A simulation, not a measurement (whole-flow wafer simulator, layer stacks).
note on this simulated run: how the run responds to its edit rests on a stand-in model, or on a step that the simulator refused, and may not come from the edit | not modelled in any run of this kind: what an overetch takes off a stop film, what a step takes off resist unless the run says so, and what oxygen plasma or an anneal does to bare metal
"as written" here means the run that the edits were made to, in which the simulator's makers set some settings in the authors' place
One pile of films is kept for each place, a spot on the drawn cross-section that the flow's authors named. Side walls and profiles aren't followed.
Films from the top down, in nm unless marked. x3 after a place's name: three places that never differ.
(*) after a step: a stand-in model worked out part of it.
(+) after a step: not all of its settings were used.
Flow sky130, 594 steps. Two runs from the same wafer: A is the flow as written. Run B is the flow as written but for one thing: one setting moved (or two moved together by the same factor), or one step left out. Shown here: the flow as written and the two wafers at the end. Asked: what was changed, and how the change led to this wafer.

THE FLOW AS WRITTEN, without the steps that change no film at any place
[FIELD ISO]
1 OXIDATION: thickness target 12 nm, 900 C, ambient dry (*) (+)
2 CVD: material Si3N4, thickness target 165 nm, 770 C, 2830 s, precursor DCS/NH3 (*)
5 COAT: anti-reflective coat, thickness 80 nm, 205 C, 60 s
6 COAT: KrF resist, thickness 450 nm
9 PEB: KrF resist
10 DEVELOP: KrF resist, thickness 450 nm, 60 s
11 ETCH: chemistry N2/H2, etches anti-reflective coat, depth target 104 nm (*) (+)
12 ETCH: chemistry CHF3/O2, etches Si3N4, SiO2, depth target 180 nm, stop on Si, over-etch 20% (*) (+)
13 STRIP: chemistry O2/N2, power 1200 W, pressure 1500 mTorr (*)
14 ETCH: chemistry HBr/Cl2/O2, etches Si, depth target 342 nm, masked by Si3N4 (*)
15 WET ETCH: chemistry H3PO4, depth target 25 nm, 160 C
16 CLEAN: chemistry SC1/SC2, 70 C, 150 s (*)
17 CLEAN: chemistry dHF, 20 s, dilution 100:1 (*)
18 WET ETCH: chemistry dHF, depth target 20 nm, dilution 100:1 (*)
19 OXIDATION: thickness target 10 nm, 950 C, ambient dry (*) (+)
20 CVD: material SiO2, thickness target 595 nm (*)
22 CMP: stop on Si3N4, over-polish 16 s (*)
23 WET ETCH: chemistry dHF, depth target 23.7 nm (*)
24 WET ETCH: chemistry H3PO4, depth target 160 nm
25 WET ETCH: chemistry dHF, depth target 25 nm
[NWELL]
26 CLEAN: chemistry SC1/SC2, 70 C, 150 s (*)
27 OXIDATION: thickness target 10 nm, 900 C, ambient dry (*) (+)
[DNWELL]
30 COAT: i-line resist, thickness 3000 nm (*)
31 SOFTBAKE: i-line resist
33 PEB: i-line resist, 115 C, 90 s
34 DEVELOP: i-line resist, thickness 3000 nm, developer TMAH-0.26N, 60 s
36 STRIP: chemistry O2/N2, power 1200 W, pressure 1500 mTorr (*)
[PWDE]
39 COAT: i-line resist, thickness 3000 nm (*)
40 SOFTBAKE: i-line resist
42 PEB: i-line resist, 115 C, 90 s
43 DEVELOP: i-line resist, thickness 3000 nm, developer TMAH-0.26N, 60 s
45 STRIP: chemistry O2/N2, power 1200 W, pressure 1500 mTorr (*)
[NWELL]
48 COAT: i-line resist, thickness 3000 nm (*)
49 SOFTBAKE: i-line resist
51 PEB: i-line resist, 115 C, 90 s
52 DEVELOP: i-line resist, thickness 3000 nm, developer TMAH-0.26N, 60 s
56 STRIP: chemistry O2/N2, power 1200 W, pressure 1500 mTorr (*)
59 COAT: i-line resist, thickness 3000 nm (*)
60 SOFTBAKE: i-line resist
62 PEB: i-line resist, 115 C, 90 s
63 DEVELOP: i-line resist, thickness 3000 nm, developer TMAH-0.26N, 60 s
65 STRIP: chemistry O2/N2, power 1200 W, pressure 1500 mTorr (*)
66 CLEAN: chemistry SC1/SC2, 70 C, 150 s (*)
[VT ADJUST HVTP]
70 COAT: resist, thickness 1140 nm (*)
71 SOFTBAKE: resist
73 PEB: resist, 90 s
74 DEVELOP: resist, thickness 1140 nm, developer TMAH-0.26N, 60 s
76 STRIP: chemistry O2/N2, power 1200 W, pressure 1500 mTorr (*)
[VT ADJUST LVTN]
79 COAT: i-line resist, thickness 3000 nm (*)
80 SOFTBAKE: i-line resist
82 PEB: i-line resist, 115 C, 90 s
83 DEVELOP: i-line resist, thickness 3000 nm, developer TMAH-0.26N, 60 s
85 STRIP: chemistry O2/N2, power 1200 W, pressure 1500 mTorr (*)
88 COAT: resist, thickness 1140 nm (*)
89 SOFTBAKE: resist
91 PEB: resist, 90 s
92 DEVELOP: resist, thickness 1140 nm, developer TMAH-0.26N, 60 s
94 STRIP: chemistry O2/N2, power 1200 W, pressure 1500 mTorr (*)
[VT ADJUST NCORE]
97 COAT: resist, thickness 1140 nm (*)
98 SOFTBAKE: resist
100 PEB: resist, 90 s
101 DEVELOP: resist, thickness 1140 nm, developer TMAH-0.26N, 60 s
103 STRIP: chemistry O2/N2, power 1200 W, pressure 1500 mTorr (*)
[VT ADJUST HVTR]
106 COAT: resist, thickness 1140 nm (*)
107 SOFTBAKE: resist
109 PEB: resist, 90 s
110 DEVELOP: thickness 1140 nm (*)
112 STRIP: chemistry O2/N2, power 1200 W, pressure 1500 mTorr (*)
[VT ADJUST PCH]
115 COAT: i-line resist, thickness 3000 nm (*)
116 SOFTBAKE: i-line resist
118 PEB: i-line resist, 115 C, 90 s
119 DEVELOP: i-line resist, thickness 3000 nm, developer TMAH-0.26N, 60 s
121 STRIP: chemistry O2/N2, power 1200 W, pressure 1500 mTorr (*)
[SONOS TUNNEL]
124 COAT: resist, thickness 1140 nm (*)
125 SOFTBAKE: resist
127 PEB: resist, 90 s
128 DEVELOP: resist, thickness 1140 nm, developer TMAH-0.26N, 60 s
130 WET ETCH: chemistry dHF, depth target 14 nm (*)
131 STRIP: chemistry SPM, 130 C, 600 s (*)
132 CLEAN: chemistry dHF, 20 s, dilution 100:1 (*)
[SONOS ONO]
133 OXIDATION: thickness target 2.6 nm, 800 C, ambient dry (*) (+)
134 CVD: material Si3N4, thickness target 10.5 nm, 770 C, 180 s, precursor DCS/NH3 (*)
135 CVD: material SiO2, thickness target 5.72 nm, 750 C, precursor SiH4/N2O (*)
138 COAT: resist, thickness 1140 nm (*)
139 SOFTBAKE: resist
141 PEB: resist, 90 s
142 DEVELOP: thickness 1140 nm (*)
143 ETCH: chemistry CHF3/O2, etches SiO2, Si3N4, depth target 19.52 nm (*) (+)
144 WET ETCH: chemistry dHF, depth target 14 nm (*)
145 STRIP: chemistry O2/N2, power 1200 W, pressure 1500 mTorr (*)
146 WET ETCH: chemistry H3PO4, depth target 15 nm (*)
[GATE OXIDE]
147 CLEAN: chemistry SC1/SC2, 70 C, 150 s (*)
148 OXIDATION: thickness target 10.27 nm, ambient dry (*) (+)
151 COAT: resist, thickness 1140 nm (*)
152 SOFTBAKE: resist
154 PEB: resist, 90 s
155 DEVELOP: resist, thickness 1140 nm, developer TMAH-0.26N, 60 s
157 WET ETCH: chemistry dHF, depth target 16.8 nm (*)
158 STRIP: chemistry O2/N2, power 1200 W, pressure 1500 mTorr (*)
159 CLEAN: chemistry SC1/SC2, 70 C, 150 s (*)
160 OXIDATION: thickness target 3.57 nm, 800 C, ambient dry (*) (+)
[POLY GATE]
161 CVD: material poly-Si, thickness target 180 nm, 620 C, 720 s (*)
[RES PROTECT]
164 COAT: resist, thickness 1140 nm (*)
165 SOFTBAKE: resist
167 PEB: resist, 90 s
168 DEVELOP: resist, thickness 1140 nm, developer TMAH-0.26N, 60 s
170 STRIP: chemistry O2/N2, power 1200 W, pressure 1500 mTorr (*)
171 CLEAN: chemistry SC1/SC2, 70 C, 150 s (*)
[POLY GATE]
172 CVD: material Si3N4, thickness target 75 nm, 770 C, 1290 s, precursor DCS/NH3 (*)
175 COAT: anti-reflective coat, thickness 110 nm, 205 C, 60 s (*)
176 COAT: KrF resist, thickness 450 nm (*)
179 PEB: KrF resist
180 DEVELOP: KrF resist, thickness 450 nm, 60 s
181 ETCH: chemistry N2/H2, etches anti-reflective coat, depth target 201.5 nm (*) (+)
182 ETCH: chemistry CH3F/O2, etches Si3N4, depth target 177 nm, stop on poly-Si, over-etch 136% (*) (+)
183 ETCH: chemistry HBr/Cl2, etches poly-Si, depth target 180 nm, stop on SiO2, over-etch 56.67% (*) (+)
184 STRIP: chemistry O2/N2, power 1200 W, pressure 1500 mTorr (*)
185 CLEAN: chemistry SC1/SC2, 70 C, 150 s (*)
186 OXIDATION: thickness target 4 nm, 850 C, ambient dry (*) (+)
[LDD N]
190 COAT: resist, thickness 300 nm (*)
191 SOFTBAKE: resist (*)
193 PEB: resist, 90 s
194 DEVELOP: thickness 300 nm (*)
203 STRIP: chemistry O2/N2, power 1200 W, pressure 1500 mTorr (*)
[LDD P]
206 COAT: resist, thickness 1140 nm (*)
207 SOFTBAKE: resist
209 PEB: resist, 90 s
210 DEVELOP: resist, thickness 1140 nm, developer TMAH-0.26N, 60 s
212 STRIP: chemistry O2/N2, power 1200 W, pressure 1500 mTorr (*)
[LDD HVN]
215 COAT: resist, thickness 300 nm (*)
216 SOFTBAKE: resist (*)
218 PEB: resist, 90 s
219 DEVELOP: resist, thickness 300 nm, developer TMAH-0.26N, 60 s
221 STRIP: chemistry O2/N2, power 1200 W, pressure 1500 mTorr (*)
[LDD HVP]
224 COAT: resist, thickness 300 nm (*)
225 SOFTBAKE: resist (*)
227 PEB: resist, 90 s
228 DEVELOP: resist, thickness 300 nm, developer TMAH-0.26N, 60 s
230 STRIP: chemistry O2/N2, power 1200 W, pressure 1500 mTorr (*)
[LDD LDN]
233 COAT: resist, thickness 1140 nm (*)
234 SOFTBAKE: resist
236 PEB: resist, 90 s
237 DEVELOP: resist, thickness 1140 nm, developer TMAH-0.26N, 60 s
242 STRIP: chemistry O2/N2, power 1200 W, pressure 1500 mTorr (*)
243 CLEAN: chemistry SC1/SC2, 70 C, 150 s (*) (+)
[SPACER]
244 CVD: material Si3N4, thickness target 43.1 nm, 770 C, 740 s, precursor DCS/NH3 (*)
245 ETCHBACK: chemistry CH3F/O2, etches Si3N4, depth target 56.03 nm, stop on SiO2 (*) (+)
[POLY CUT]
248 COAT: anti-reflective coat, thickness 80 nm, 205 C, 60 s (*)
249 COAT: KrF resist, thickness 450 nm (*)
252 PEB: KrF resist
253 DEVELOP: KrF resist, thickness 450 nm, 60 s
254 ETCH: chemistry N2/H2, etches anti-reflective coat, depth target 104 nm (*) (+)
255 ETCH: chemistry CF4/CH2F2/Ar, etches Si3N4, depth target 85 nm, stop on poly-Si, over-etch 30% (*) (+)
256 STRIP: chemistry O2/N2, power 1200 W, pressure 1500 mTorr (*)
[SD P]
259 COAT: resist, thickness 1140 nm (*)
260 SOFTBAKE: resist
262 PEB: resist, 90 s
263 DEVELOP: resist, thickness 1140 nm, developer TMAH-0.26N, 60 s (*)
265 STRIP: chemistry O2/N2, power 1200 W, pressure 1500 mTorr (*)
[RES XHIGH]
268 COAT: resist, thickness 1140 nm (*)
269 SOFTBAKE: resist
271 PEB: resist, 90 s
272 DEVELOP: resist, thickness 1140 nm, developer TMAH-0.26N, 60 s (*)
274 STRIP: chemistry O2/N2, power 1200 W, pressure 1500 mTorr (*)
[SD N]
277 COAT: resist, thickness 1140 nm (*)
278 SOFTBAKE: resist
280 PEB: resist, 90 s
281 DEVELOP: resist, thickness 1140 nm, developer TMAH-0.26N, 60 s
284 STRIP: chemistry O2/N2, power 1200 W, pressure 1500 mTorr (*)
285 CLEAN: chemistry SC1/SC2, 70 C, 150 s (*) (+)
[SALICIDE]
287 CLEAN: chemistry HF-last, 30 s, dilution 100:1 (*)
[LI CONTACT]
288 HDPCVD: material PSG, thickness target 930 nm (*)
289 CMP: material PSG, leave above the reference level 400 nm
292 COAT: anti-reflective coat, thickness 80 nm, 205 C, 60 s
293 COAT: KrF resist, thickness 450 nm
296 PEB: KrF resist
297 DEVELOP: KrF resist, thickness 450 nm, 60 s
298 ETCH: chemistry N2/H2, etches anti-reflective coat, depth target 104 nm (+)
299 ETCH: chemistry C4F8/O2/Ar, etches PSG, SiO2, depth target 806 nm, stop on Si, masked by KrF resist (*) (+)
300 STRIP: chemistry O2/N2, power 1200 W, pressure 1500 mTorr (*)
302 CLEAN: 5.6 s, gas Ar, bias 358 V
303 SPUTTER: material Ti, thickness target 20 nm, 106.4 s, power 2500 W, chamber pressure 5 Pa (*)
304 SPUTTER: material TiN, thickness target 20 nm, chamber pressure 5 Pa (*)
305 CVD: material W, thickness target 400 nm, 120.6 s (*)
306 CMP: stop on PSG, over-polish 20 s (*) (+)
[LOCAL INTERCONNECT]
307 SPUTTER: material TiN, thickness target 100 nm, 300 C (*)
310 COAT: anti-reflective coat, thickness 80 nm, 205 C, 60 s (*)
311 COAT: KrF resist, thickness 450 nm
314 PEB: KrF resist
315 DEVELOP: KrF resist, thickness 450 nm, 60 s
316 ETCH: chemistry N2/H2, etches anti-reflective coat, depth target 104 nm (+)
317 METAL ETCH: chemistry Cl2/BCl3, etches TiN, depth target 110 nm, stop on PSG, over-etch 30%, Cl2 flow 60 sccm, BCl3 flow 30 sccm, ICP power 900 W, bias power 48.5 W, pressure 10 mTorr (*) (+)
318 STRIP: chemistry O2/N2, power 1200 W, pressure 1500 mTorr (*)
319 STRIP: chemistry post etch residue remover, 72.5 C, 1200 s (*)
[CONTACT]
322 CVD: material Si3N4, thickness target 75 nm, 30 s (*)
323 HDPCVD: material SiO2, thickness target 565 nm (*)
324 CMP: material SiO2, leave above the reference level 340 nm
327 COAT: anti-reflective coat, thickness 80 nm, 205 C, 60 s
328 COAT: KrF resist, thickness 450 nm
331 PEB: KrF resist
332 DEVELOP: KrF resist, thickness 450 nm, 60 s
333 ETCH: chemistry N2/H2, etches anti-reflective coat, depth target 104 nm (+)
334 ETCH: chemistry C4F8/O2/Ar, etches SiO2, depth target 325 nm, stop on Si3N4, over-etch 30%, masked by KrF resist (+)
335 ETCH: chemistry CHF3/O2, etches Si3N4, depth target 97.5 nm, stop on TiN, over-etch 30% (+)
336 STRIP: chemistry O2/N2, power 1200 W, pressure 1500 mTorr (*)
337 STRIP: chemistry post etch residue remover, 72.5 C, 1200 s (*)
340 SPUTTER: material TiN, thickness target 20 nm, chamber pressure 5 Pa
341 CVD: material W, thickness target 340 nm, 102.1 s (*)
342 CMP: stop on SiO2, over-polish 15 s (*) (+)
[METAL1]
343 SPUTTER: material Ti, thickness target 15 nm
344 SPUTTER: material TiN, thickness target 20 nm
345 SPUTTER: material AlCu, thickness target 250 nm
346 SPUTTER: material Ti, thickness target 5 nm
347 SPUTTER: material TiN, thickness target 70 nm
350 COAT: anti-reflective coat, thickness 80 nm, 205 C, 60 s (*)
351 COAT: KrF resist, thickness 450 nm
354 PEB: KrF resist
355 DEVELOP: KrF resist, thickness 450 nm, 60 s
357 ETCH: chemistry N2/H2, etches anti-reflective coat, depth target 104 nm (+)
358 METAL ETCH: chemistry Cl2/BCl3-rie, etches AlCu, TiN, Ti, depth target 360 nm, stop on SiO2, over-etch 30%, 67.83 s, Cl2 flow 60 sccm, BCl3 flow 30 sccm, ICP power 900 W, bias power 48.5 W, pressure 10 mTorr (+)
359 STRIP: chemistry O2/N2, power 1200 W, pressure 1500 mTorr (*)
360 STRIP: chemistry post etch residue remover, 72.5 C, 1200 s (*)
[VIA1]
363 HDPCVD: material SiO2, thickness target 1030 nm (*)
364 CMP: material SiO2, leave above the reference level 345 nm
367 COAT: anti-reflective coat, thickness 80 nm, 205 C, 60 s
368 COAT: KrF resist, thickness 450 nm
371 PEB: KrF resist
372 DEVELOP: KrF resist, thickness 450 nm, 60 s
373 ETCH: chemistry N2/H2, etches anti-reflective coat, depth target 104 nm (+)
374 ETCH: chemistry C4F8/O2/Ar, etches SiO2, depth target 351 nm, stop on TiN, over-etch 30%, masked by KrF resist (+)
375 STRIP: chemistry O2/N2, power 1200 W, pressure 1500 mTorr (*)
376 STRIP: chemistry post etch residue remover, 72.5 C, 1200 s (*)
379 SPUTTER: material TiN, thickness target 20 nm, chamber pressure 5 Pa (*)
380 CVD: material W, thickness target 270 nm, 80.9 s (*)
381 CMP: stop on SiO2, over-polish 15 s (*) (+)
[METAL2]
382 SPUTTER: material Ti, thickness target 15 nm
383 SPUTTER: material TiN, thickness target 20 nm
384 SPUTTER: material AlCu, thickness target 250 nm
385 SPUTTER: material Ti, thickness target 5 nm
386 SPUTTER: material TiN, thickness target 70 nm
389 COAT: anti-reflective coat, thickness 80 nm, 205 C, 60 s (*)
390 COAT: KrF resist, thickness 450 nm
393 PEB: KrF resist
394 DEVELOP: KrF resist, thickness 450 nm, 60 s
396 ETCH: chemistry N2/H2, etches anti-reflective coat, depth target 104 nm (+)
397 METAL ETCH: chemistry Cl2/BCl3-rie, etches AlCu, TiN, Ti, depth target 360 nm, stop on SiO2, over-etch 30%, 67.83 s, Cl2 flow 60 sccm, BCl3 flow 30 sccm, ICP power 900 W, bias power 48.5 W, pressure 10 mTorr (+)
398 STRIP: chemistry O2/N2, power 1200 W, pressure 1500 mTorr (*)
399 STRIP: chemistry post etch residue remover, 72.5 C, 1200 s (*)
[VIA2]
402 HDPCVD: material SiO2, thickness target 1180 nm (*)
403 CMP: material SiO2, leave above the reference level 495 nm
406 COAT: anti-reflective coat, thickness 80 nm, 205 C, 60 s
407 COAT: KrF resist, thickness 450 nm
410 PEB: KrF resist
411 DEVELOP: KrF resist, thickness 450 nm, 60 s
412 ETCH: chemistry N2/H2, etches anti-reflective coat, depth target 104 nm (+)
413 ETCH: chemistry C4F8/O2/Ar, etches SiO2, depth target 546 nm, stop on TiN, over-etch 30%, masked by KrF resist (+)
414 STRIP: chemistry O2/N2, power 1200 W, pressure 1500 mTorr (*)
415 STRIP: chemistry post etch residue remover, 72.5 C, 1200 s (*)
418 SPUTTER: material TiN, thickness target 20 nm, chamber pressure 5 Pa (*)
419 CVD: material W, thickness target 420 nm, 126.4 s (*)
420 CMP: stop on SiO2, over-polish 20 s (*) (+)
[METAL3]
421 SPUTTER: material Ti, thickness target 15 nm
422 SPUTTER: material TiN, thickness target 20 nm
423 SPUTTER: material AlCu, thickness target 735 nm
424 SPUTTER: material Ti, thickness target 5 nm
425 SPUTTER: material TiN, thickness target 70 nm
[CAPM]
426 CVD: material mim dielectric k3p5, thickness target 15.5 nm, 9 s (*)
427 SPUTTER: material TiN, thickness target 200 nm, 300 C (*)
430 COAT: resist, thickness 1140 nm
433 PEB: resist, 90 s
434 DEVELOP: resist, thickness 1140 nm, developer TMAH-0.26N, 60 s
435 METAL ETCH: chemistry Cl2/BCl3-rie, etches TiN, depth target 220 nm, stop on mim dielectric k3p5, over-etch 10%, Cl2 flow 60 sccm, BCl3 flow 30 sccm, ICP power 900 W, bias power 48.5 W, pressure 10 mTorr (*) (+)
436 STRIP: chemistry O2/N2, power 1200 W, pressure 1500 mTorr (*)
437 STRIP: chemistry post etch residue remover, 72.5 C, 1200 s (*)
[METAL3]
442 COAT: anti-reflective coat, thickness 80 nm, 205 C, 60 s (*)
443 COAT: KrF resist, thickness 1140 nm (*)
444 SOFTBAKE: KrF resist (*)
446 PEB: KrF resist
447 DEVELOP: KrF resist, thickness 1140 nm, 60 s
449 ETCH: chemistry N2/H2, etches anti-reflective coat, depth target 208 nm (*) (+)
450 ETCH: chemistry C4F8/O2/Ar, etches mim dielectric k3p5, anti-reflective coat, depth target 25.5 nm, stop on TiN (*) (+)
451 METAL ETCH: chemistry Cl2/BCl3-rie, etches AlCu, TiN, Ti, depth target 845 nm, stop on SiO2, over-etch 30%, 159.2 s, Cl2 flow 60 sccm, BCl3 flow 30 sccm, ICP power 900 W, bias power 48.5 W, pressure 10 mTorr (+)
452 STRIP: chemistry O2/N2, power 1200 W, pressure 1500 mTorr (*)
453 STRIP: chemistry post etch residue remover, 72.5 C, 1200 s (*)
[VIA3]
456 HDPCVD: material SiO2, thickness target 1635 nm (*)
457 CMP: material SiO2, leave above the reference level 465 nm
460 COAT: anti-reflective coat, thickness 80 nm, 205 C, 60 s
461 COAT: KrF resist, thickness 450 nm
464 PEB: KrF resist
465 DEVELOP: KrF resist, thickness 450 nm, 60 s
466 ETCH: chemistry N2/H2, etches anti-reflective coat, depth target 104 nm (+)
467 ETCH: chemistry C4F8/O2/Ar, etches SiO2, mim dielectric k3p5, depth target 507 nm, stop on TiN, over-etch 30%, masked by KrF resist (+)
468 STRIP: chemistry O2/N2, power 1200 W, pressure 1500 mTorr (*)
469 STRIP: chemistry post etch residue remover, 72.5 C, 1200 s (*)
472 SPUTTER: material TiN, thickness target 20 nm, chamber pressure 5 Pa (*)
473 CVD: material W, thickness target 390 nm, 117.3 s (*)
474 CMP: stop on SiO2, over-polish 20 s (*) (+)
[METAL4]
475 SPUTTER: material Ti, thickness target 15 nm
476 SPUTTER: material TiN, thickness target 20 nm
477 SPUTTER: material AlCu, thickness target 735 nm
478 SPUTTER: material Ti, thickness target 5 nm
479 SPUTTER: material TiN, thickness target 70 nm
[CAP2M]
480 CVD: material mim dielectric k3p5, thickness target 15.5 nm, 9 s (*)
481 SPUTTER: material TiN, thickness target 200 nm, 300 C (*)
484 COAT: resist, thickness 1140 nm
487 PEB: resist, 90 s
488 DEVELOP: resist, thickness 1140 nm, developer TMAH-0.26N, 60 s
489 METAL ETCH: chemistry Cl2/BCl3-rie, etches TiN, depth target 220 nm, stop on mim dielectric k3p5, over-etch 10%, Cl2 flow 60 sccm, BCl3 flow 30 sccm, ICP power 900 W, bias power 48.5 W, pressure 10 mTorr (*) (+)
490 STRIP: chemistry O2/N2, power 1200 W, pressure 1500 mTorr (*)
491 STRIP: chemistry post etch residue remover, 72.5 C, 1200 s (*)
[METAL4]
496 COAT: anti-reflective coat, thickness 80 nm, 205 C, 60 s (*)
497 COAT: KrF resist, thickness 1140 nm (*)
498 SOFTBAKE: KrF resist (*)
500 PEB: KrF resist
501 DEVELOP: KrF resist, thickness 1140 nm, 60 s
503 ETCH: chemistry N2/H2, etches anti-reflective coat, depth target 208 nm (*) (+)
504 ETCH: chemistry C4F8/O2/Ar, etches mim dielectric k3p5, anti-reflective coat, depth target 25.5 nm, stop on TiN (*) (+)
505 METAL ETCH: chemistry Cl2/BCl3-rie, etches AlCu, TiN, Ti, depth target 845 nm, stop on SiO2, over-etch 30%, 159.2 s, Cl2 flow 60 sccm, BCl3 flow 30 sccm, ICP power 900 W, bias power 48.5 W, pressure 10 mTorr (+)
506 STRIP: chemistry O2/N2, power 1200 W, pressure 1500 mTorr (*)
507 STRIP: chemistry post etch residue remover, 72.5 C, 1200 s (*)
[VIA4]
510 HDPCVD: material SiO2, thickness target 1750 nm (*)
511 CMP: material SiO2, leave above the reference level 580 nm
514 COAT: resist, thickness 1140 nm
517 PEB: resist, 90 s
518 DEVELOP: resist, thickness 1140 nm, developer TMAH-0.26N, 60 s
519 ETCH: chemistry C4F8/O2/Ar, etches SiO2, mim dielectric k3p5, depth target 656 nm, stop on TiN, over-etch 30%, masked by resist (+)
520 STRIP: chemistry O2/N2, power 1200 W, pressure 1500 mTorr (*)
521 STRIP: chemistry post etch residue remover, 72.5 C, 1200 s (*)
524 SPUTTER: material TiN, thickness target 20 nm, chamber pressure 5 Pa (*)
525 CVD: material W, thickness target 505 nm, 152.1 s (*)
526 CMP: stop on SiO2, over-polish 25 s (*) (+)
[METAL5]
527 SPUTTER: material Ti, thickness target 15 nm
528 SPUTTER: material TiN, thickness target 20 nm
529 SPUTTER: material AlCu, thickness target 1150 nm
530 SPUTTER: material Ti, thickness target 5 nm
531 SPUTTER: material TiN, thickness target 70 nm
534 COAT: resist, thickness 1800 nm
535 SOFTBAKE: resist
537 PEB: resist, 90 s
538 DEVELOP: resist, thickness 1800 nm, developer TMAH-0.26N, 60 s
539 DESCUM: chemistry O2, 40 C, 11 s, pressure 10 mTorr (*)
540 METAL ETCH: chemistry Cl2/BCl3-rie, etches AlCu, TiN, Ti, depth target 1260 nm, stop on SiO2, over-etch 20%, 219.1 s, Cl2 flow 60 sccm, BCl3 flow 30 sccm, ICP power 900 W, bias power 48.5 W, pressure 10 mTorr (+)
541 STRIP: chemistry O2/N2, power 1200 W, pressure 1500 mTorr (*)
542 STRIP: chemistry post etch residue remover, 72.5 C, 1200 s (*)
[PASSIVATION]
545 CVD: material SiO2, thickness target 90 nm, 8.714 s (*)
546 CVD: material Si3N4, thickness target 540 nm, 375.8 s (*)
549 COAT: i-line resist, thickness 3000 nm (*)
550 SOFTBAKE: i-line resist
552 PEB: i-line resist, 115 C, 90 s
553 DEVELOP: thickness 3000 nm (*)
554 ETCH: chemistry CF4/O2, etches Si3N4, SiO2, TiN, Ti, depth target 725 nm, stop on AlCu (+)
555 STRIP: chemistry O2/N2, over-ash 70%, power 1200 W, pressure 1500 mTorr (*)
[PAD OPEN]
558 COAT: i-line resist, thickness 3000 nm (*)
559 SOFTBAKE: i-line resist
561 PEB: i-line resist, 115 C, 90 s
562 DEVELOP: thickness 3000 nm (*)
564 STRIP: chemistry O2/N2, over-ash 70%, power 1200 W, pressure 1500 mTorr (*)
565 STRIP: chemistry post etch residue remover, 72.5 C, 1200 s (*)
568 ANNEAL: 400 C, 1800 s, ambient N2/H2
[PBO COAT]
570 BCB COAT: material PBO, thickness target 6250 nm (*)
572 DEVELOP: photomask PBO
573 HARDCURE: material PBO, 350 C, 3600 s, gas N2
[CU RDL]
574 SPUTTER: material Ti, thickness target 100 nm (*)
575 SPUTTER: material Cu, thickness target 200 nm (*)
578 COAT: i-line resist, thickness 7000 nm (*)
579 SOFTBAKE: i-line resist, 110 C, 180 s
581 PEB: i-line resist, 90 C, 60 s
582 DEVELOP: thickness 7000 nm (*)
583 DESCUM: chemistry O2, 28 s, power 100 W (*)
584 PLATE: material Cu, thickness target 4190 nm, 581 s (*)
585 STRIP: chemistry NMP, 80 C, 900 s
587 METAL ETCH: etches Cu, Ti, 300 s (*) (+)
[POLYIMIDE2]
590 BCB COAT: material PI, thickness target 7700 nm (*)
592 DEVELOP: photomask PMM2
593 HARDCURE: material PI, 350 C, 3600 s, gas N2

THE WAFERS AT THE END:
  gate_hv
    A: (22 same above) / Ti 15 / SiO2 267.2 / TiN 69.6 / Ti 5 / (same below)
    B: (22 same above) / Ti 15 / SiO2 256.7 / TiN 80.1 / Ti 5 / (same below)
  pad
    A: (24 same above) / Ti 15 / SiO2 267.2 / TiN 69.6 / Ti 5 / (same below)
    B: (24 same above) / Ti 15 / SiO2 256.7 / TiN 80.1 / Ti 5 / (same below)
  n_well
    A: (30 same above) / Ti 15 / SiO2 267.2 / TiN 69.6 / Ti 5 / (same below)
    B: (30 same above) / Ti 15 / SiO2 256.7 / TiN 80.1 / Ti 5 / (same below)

The cause: step 347, SPUTTER: thickness target 80.5 nm was run, where the flow has thickness target 70 nm.

How the change led to this, step by step:
  347 SPUTTER: material TiN, thickness target 70 nm
      field, active, n_well and 188 more: A TiN +70 (new film) | B TiN +80.5 (new film)
  358 METAL ETCH: chemistry Cl2/BCl3-rie, etches AlCu, TiN, Ti, depth target 360 nm, stop on SiO2, over-etch 30%, 67.83 s, Cl2 flow 60 sccm, BCl3 flow 30 sccm, ICP power 900 W, bias power 48.5 W, pressure 10 mTorr (+)
      field, active, gate and 81 more: A TiN -68.7 (all of it), Ti -5 (all of it), AlCu -250 (all of it), TiN -20 (all of it), Ti -15 (all of it), SiO2 -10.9 | B TiN -79.2 (all of it), Ti -5 (all of it), AlCu -250 (all of it), TiN -20 (all of it), Ti -15 (all of it), SiO2 -9.88
  374 ETCH: chemistry C4F8/O2/Ar, etches SiO2, depth target 351 nm, stop on TiN, over-etch 30%, masked by KrF resist (+)
      field, active, n_well and 186 more: A KrF resist -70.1 | B KrF resist -67.4
      m1, via1_hole: A SiO2 -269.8 (all of it) | B SiO2 -259.3 (all of it)
